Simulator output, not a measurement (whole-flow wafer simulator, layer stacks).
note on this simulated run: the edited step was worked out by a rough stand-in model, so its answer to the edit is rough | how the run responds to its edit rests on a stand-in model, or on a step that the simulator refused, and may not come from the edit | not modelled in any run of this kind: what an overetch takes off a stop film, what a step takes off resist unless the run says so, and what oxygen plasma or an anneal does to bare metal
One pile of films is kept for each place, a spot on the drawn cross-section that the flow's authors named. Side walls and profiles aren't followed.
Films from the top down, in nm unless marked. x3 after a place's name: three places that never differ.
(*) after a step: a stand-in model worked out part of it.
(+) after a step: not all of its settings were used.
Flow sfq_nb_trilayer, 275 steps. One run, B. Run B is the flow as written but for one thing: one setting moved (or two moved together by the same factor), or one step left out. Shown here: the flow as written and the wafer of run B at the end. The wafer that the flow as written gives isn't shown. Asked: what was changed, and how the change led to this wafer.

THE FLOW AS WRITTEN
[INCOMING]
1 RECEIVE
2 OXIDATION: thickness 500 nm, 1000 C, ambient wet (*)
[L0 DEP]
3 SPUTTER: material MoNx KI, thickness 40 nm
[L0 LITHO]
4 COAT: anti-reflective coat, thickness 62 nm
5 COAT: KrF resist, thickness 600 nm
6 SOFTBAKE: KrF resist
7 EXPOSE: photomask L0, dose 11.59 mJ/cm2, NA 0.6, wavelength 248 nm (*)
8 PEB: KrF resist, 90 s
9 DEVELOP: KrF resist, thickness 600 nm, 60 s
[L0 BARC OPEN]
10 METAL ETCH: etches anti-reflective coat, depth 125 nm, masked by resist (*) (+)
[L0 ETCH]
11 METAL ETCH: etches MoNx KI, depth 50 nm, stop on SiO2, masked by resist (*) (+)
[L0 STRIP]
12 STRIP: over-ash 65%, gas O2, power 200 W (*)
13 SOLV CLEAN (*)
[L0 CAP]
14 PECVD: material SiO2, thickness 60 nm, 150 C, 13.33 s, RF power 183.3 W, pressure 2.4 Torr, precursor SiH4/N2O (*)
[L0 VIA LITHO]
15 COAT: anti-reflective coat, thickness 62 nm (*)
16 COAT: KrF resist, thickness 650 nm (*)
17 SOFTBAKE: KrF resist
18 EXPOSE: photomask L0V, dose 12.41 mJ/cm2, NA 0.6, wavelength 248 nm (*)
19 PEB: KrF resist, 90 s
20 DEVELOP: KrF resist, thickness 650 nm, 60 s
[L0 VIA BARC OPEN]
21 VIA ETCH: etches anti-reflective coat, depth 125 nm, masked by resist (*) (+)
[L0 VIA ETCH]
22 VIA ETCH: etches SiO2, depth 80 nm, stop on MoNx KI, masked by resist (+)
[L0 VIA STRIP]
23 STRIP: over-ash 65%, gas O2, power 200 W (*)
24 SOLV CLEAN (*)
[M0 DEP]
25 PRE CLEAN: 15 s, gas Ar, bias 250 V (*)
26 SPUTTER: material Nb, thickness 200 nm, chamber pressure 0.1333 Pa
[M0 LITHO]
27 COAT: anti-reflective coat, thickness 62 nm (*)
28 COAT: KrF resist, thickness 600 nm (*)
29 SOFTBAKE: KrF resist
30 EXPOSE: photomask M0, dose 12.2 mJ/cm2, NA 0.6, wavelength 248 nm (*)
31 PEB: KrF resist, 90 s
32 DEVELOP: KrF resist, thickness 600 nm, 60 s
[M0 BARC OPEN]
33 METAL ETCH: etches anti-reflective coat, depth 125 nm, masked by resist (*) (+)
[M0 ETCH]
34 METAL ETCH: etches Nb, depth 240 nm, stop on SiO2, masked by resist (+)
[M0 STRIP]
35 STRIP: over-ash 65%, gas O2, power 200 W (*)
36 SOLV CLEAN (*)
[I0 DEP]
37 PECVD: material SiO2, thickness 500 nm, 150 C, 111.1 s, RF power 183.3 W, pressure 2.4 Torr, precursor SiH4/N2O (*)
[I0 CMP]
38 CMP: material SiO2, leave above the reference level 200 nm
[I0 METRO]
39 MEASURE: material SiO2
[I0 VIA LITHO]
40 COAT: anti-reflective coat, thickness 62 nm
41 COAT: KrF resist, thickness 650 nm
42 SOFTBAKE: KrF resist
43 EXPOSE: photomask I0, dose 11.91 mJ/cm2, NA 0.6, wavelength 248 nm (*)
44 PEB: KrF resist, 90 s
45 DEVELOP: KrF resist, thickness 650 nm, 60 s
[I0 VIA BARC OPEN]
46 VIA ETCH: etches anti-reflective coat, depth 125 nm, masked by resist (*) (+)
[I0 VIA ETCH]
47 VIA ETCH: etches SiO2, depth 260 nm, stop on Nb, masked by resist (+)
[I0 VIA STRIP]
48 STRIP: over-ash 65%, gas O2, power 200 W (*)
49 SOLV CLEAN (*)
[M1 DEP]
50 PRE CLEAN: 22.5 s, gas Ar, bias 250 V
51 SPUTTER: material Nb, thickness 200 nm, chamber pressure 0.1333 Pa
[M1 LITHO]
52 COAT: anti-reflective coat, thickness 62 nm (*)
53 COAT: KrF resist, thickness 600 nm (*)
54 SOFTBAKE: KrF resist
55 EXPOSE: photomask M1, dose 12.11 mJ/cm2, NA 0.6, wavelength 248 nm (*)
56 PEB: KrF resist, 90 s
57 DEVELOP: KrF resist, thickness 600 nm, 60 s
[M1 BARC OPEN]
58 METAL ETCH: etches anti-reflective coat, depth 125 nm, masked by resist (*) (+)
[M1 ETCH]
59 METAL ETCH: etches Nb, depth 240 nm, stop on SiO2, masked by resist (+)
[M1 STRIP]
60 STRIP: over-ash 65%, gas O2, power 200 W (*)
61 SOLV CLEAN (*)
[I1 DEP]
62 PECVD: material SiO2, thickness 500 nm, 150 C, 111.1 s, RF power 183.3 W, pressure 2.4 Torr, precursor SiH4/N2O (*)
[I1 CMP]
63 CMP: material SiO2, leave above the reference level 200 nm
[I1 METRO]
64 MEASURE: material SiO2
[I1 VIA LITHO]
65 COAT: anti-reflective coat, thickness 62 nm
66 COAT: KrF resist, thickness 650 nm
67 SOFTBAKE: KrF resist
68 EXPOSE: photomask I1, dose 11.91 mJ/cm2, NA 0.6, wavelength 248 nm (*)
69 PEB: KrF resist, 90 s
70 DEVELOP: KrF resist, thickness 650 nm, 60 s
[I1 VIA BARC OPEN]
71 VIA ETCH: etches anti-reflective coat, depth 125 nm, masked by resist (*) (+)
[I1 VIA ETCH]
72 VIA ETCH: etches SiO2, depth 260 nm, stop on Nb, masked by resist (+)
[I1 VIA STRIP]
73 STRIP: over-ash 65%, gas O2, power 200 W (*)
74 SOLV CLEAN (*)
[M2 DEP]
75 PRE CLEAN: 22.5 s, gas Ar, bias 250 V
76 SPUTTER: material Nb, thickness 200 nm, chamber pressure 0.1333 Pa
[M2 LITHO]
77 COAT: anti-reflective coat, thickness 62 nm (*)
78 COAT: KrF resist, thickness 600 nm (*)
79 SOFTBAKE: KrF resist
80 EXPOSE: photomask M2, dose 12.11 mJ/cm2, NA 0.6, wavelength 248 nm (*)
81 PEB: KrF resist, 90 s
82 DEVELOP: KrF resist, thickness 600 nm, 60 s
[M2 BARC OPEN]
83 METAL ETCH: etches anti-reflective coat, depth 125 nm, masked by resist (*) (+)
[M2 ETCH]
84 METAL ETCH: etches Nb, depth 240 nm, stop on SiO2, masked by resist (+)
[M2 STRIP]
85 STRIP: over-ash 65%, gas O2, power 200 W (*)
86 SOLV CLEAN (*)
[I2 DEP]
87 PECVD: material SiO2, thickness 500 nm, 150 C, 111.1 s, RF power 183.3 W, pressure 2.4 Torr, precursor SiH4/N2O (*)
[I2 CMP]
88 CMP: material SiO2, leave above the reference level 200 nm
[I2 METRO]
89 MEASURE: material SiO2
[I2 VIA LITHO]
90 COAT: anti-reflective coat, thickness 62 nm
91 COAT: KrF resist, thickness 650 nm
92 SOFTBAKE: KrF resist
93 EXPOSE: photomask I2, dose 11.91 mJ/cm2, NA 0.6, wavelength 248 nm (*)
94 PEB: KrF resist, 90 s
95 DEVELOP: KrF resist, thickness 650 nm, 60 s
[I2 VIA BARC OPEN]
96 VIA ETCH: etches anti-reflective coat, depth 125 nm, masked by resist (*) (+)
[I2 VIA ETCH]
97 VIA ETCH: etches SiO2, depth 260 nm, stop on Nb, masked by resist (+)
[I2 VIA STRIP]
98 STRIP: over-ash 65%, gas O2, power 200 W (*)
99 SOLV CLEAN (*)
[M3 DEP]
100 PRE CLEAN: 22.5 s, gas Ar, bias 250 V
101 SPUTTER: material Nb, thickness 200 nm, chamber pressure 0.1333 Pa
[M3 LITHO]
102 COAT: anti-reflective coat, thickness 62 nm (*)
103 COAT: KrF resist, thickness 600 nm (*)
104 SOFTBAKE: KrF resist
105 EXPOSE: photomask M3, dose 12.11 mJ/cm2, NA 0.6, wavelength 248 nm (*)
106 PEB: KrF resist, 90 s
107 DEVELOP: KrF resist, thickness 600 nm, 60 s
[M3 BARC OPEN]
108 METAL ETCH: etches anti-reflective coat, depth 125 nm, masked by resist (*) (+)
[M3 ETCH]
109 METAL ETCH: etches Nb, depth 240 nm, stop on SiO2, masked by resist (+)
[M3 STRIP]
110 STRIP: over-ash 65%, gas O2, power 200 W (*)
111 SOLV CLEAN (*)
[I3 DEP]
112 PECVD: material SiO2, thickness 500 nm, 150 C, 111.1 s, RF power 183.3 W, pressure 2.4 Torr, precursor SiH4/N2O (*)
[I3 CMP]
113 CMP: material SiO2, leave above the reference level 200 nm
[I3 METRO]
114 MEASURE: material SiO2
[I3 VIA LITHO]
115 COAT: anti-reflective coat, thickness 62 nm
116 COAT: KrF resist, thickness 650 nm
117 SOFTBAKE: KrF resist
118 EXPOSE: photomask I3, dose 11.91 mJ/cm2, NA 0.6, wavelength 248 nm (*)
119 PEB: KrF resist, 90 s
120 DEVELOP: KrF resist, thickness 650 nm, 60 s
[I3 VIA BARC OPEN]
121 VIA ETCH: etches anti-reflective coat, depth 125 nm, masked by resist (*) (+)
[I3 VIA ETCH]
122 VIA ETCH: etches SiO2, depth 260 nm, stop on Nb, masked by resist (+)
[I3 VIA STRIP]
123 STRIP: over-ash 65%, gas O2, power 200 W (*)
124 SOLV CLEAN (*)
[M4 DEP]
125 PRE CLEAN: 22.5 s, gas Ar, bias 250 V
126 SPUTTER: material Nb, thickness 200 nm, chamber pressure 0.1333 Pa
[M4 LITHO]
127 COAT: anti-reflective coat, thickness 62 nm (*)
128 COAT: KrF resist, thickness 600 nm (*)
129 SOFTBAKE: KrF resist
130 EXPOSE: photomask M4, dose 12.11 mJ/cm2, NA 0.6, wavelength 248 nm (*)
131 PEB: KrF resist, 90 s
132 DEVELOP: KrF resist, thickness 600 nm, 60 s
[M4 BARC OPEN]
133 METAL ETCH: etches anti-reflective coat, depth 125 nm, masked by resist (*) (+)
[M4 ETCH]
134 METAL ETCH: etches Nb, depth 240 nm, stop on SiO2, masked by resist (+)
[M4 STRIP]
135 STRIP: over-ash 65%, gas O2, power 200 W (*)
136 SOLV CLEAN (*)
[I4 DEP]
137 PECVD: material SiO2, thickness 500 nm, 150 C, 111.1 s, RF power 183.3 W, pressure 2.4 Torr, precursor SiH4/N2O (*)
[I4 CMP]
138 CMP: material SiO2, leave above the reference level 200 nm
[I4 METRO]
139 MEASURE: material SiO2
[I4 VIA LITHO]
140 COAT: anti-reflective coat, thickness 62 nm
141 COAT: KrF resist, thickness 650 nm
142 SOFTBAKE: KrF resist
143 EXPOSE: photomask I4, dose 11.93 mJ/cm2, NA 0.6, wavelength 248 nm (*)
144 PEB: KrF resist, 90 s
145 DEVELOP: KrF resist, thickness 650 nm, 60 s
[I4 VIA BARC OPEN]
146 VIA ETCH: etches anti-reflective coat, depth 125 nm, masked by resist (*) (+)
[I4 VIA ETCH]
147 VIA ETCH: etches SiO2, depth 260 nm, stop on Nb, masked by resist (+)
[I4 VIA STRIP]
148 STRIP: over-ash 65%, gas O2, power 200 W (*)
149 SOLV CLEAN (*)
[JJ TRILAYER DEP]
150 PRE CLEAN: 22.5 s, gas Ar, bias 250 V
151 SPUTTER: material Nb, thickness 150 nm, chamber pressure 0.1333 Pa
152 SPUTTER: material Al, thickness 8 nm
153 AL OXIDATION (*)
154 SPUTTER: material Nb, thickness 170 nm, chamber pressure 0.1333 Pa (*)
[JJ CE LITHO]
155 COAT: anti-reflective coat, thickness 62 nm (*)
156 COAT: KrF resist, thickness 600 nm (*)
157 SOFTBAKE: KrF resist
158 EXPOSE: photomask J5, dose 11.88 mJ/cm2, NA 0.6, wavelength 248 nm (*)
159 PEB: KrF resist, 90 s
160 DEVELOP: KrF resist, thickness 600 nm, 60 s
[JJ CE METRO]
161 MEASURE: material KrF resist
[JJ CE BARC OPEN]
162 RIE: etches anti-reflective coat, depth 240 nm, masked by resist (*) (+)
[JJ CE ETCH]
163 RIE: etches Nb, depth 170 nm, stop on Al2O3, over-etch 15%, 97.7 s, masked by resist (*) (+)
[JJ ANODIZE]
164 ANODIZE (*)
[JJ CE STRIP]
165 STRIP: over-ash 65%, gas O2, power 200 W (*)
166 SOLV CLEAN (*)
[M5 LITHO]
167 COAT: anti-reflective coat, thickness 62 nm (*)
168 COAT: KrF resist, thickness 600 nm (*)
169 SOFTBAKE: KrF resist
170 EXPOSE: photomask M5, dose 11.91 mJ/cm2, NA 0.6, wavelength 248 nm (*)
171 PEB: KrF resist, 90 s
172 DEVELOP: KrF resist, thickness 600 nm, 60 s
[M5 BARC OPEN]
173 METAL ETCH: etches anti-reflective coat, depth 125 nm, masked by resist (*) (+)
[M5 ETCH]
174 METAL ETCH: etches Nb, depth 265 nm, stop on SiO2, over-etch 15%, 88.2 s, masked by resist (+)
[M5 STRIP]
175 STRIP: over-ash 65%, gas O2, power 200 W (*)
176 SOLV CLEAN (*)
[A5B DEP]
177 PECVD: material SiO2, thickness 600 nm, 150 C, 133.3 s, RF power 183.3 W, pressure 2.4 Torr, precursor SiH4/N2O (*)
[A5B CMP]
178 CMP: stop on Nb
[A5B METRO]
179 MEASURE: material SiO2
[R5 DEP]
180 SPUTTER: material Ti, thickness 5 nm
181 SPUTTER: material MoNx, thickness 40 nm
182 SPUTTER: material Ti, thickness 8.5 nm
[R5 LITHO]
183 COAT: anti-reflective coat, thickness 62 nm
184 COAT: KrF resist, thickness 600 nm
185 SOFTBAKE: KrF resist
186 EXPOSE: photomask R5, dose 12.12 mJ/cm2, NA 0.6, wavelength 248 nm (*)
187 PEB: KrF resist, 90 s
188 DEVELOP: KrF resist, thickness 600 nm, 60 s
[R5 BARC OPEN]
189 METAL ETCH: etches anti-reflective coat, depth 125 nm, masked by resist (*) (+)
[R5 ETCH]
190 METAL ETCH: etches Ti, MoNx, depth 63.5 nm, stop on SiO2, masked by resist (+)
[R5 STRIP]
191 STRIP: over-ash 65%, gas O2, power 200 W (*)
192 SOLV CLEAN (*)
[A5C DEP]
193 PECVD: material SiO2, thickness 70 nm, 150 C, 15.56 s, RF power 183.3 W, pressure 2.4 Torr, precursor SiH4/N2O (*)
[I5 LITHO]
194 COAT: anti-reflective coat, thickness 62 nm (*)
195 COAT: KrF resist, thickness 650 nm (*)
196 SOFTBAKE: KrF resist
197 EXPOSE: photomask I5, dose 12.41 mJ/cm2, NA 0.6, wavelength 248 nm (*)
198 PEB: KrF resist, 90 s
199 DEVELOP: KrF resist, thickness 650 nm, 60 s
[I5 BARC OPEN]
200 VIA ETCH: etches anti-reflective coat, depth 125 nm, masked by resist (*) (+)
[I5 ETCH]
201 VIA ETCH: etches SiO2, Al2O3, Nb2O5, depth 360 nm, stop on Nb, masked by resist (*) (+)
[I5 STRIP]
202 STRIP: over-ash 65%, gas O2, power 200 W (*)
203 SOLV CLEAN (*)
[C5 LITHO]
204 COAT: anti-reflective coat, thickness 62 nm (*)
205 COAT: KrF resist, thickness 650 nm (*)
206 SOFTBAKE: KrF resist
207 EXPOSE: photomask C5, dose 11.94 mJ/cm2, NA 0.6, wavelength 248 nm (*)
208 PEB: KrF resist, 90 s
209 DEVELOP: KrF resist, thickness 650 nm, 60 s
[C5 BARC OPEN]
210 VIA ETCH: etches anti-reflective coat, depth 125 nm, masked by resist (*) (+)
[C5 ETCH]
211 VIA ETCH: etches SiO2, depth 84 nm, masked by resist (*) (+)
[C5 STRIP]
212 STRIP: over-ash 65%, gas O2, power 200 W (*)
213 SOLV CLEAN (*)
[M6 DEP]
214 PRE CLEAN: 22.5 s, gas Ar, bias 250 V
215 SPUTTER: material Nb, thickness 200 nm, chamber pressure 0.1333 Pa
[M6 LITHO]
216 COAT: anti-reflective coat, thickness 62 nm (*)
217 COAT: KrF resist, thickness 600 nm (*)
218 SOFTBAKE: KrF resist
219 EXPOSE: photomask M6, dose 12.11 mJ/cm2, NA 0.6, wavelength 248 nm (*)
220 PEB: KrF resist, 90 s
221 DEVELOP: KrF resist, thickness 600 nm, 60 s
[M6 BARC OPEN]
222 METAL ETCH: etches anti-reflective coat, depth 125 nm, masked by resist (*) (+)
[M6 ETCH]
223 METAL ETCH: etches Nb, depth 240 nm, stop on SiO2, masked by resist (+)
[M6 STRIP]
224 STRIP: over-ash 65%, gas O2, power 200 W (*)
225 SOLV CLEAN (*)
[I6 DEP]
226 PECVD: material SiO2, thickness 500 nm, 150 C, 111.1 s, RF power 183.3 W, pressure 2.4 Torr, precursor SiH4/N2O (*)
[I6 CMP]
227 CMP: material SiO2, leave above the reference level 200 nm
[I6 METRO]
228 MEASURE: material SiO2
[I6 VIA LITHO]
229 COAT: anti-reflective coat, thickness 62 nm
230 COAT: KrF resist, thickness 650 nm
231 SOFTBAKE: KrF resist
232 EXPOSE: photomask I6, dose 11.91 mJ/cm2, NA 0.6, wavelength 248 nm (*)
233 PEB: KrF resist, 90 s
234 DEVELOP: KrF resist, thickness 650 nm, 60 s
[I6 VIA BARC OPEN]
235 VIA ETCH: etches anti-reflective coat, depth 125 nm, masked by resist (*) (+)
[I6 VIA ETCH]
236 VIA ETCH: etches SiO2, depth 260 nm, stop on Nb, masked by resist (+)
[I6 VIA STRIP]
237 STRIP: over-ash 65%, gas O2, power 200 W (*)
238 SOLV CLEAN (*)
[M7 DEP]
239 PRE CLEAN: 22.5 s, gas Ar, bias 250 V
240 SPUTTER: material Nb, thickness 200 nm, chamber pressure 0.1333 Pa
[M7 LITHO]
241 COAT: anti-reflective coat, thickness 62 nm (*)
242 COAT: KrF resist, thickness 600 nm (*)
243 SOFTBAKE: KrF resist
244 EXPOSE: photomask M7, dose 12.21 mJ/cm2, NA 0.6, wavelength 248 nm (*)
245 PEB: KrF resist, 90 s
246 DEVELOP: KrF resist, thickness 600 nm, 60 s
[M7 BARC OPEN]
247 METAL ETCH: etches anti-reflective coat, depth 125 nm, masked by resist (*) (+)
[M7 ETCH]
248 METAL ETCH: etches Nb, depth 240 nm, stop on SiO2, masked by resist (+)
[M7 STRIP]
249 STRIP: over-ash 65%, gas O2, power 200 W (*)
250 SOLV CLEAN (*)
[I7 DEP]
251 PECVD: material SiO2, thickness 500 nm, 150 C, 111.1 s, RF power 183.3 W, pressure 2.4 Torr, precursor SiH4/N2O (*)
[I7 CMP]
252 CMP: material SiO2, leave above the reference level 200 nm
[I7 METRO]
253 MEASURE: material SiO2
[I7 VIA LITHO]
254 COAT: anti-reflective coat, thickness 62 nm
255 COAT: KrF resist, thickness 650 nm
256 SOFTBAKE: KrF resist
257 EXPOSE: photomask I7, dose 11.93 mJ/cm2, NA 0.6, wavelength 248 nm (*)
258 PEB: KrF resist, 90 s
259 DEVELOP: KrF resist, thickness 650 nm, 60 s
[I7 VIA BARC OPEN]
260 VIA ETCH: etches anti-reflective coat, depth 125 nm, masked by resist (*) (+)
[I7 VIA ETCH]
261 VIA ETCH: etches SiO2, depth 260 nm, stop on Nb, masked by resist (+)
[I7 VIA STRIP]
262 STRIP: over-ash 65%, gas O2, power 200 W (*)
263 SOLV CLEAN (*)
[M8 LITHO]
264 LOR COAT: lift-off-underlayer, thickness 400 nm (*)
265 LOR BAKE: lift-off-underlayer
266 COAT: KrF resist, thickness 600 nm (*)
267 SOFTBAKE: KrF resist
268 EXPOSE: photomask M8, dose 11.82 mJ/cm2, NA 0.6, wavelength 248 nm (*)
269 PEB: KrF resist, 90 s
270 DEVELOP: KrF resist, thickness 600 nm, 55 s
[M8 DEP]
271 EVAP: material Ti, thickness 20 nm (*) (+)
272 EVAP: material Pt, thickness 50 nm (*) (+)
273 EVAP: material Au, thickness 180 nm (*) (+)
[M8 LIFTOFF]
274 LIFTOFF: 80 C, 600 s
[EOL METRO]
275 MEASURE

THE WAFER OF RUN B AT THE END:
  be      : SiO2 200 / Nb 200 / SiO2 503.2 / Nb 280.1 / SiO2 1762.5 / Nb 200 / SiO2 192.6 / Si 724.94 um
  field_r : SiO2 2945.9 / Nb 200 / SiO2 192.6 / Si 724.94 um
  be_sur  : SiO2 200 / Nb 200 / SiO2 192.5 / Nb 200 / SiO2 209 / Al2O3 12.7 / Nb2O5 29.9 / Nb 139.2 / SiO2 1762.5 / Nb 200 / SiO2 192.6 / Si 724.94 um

The cause: step 2, OXIDATION: 875 C was run, where the flow has 1000 C.

How the change led to this, step by step:
  2 OXIDATION: thickness 500 nm, 1000 C, ambient wet (*)
      field_l, v_sur, via_wl and 103 more: SiO2 +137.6 (new film), chemical SiO2 -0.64 (all of it), Si -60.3 (as written it would be: SiO2 +500 (new film), chemical SiO2 -0.64 (all of it), Si -219.7)
